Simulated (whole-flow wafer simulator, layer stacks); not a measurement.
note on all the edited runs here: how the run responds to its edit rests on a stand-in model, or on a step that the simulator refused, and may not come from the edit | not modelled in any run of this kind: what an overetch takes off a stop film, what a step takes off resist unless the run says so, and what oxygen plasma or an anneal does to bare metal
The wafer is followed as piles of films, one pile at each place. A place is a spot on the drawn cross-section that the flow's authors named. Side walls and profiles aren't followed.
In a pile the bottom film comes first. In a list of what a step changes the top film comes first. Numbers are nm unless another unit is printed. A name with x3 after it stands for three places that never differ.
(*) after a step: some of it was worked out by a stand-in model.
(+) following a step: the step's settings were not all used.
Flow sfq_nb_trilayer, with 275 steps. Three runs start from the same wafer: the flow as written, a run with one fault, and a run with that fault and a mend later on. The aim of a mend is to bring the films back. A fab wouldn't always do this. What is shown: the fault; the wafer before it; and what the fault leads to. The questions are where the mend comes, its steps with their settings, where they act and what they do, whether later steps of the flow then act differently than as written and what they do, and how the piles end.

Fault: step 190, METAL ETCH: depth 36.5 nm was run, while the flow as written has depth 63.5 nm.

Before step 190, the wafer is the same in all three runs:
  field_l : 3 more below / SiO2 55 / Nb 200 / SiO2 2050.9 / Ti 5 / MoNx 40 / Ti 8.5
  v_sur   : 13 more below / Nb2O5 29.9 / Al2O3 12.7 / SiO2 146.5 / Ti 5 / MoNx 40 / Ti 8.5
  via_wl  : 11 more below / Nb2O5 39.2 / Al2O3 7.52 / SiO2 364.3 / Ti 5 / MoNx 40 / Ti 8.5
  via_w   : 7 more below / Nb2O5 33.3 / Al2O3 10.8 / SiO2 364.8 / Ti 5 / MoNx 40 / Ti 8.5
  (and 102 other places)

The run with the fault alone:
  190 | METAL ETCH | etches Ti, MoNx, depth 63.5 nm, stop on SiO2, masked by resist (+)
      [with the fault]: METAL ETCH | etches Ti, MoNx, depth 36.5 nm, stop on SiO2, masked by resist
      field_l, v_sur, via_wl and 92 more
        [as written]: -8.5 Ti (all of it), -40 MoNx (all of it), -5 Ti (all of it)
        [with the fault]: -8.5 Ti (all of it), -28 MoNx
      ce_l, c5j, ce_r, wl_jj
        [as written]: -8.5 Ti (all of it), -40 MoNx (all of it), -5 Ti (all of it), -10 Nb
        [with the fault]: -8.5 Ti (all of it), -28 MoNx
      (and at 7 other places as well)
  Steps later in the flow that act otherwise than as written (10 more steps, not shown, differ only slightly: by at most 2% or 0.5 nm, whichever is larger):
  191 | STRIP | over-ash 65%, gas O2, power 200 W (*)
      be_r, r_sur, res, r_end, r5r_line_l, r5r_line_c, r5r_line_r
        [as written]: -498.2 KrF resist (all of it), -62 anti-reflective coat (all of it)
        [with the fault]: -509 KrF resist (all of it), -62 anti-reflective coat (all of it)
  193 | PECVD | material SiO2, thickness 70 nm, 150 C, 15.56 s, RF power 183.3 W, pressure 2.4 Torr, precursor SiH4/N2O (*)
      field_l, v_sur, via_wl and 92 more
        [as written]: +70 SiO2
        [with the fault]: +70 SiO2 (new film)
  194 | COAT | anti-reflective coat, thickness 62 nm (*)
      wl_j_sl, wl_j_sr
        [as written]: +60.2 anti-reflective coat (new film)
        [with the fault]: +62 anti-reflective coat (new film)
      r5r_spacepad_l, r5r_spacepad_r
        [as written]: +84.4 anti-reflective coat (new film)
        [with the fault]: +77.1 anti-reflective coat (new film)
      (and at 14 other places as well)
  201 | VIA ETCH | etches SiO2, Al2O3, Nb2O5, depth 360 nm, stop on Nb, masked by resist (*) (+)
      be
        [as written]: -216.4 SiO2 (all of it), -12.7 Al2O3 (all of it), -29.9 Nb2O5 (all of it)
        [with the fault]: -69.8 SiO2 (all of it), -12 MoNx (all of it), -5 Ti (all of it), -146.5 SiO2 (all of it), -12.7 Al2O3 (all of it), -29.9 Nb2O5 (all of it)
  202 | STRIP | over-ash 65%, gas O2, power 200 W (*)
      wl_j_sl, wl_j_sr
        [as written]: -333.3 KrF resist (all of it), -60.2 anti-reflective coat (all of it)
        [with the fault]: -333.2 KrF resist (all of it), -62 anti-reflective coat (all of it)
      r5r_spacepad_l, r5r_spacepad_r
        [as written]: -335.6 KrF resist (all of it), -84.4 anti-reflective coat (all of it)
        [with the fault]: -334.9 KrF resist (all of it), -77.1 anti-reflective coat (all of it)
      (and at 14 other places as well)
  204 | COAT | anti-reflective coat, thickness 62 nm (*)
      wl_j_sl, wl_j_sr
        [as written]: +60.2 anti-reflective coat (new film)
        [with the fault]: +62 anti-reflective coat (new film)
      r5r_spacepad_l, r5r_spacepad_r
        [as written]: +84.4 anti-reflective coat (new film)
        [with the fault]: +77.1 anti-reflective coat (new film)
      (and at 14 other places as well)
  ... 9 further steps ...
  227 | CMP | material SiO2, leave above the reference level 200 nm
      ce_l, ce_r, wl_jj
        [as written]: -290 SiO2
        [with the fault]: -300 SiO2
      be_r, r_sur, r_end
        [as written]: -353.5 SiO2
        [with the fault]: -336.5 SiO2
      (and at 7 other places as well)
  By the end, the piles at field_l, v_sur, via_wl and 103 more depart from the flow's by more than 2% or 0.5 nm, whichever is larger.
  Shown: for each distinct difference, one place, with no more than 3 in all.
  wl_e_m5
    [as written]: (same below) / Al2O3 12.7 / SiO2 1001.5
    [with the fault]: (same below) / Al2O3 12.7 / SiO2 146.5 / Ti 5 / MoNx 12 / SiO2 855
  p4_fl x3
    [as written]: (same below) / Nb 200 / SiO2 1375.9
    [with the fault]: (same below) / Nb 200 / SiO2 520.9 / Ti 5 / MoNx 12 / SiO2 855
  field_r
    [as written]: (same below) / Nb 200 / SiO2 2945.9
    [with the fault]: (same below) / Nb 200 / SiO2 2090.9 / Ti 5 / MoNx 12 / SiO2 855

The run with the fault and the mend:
  After step 191 comes the mend.
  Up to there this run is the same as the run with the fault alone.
  191a | COAT | anti-reflective coat, thickness 62 nm (*) (the flow's step 183, run once more)
      p4_fl x3, p4_w1 x9, p4_g1 x2 and 57 more
        +62 anti-reflective coat (new film)
      field_l, v_sur, via_wl and 9 more
        +62.2 anti-reflective coat (new film)
      be, be_sur, ln_m5, lsp_m
        +62.3 anti-reflective coat (new film)
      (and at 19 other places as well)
  191b | COAT | KrF resist, thickness 600 nm (*) (the flow's step 184, run once more)
      p4_fl x3, p4_w1 x9, p4_g1 x2 and 57 more
        +600 KrF resist (new film)
      via_w, via_wr, via_sp, l0v
        +600.5 KrF resist (new film)
      field_l, v_sur, via_wl
        +600.4 KrF resist (new film)
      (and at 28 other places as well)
  191c | SOFTBAKE | KrF resist (the flow's step 185, run once more)
      does not change any film at any place that is followed
  191d | EXPOSE | photomask R5, dose 12.12 mJ/cm2, NA 0.6, wavelength 248 nm (*) (the flow's step 186, run once more)
      does not change any film at any place that is followed
  191e | PEB | KrF resist, 90 s (the flow's step 187, run once more)
      field_l, v_sur, via_wl and 78 more
        -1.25 KrF resist
      wire, be, be_sur and 13 more
        -1.26 KrF resist
      be_r, r_sur, res, r_end
        -1.22 KrF resist
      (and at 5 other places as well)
  191f | DEVELOP | KrF resist, thickness 600 nm, 60 s (the flow's step 188, run once more)
      p4_fl x3, p4_w1 x9, p4_g1 x2 and 57 more
        -598.7 KrF resist (all of it)
      be_r, r_sur, res, r_end, r5r_line_l, r5r_line_c, r5r_line_r
        -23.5 KrF resist
      v_sur, via_wl, via_w, via_wr
        -599.2 KrF resist (all of it)
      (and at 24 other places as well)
  191g | METAL ETCH | etches anti-reflective coat, depth 125 nm, masked by resist (*) (+) (the flow's step 189, run once more)
      p4_fl x3, p4_w1 x9, p4_g1 x2 and 57 more
        -62 anti-reflective coat (all of it)
      field_l, v_sur, via_wl and 9 more
        -62.2 anti-reflective coat (all of it)
      be_r, r_sur, res, r_end, r5r_line_l, r5r_line_c, r5r_line_r
        -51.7 KrF resist
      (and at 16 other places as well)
  191h | METAL ETCH | etches Ti, MoNx, depth 27 nm, stop on SiO2, masked by resist (+) (the flow's step 190, run once more with other settings)
      field_l, v_sur, via_wl and 92 more
        -12 MoNx (all of it), -5 Ti (all of it)
      be_r, r_sur, res, r_end, r5r_line_l, r5r_line_c, r5r_line_r
        -10.8 KrF resist
      ce_l, c5j, ce_r, wl_jj
        -12 MoNx (all of it), -5 Ti (all of it), -10 Nb
  191i | STRIP | over-ash 65%, gas O2, power 200 W (*) (the flow's step 191, run once more)
      r5r_line_l, r5r_line_c, r5r_line_r
        -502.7 KrF resist (all of it), -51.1 anti-reflective coat (all of it)
      be_r
        -497.7 KrF resist (all of it), -55.7 anti-reflective coat (all of it)
      r_sur
        -497.6 KrF resist (all of it), -58.7 anti-reflective coat (all of it)
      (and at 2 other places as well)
  Every later step of the flow that is run acts as written at every place that is followed.
  At every place that both follow, the piles at the end match the flow's.
